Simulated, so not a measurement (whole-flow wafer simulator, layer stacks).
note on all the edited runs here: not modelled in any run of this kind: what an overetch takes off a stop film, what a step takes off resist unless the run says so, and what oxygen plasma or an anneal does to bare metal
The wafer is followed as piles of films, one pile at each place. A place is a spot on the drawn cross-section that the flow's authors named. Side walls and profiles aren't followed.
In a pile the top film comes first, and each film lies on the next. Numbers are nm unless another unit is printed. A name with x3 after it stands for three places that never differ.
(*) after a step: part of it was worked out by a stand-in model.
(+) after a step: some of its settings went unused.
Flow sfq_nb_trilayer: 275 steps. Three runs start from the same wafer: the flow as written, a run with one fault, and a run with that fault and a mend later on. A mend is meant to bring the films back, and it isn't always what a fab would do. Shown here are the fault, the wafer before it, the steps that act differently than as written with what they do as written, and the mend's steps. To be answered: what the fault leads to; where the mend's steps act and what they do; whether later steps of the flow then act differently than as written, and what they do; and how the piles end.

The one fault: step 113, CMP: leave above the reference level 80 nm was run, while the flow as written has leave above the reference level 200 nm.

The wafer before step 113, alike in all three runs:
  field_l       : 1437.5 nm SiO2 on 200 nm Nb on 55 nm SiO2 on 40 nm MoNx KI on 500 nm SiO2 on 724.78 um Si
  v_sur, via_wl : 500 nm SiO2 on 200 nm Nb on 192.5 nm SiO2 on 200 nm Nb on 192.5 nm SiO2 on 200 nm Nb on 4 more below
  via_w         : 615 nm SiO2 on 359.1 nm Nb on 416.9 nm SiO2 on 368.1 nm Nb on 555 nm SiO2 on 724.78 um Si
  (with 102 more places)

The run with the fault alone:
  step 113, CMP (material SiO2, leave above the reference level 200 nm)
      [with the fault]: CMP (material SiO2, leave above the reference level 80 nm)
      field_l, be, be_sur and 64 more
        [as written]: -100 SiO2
        [with the fault]: -220 SiO2
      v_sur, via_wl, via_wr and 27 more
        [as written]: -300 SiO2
        [with the fault]: -420 SiO2
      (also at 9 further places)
  Steps later in the flow that act otherwise than as written (not shown: 3 more steps that differ only slightly, by at most 2% or 0.5 nm, whichever is larger):
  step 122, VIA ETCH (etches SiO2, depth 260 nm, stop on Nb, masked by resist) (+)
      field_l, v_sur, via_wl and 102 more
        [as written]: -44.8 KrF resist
        [with the fault]: -20.6 KrF resist
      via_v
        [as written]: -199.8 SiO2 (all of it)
        [with the fault]: -79.8 SiO2 (all of it)
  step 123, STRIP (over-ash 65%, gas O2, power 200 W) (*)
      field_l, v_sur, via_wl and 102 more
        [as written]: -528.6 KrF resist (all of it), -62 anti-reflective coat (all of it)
        [with the fault]: -552.8 KrF resist (all of it), -62 anti-reflective coat (all of it)
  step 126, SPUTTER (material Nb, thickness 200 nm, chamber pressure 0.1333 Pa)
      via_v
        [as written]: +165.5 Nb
        [with the fault]: +192 Nb
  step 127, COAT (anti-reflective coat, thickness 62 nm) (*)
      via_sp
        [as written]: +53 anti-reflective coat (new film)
        [with the fault]: +54.5 anti-reflective coat (new film)
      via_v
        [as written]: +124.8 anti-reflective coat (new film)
        [with the fault]: +95.7 anti-reflective coat (new film)
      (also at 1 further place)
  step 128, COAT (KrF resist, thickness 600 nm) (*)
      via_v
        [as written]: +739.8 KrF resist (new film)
        [with the fault]: +641.5 KrF resist (new film)
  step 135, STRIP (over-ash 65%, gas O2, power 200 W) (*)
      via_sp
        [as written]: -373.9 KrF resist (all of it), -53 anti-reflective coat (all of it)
        [with the fault]: -382.6 KrF resist (all of it), -54.5 anti-reflective coat (all of it)
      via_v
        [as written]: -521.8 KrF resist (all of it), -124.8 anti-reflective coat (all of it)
        [with the fault]: -423.8 KrF resist (all of it), -95.7 anti-reflective coat (all of it)
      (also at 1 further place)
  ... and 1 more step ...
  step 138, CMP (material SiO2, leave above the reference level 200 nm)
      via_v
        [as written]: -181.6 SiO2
        [with the fault]: -213.1 SiO2
  The piles end different from the flow's at field_l, v_sur, via_wl and 103 more by more than 2% or 0.5 nm, whichever is larger.
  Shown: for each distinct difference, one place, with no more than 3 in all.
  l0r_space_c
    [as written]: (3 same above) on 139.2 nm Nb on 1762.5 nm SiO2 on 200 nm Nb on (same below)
    [with the fault]: (3 same above) on 139.2 nm Nb on 1642.5 nm SiO2 on 200 nm Nb on (same below)
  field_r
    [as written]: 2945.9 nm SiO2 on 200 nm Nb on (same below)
    [with the fault]: 2825.9 nm SiO2 on 200 nm Nb on (same below)
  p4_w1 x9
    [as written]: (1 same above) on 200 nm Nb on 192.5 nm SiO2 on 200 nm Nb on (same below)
    [with the fault]: (1 same above) on 200 nm Nb on 72.5 nm SiO2 on 200 nm Nb on (same below)

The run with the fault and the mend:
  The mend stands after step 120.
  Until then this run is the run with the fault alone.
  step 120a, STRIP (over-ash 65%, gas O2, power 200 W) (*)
      field_l, v_sur, via_wl and 102 more
        -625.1 KrF resist (all of it), -62 anti-reflective coat (all of it)
      via_v
        -62 anti-reflective coat (all of it)
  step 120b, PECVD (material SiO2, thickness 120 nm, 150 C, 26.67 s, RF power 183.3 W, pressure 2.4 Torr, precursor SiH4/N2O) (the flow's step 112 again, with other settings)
      field_l, v_sur, via_wl and 103 more
        +120 SiO2
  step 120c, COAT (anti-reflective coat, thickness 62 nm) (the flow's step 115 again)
      field_l, v_sur, via_wl and 103 more
        +62 anti-reflective coat (new film)
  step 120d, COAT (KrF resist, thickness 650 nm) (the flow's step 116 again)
      field_l, v_sur, via_wl and 103 more
        +650 KrF resist (new film)
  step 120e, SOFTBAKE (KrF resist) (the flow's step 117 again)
      alters no film at any place that is followed
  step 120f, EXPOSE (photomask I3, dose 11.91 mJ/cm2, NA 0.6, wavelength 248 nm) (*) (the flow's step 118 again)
      alters no film at any place that is followed
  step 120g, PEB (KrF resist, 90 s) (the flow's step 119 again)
      field_l, v_sur, via_wl and 103 more
        -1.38 KrF resist
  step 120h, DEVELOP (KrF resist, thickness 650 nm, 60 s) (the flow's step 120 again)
      field_l, v_sur, via_wl and 102 more
        -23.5 KrF resist
      via_v
        -648.6 KrF resist (all of it)
  Every later step of the flow that is run acts as written at every place that is followed.
  At every place that both follow, the piles at the end match the flow's.
